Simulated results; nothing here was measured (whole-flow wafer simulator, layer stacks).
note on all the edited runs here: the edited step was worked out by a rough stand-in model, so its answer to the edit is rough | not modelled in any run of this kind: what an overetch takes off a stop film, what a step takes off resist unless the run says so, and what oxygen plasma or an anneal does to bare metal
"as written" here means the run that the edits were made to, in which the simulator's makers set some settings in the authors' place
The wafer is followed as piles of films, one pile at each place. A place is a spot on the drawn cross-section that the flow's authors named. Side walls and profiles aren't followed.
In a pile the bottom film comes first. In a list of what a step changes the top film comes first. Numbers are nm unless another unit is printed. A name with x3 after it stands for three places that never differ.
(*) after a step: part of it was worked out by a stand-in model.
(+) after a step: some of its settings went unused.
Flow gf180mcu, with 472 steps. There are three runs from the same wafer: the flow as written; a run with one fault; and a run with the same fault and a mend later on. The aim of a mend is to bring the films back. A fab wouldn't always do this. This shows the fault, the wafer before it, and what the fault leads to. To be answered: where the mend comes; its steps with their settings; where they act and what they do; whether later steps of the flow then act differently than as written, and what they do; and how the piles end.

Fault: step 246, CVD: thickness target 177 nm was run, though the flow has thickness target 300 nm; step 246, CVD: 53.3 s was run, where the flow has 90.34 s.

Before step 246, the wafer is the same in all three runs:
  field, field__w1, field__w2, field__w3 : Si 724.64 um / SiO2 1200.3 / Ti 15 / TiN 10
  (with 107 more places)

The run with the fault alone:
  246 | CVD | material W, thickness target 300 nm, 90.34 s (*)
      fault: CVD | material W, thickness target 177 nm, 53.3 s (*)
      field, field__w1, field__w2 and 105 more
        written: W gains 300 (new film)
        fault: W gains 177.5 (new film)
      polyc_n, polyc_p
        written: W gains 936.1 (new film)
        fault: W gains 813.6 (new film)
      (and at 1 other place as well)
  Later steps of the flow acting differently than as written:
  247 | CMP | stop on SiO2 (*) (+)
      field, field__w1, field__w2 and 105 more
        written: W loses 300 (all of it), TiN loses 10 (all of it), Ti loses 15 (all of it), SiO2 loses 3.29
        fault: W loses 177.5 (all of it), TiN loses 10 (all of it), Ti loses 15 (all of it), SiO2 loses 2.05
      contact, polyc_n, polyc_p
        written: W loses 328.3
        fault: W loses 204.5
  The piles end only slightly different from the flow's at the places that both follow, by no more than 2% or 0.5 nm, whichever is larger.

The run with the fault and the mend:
  After step 246 comes the mend.
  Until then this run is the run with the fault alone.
  246a | CVD | material W, thickness target 123 nm, 37.04 s (the flow's step 246 again, with other settings)
      field, field__w1, field__w2 and 108 more
        W gains 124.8
  Every later step of the flow that is run acts as written, at every place that is followed, to within 2% or 0.5 nm, whichever is larger.
  The piles end only slightly different from the flow's at the places that both follow, by no more than 2% or 0.5 nm, whichever is larger.
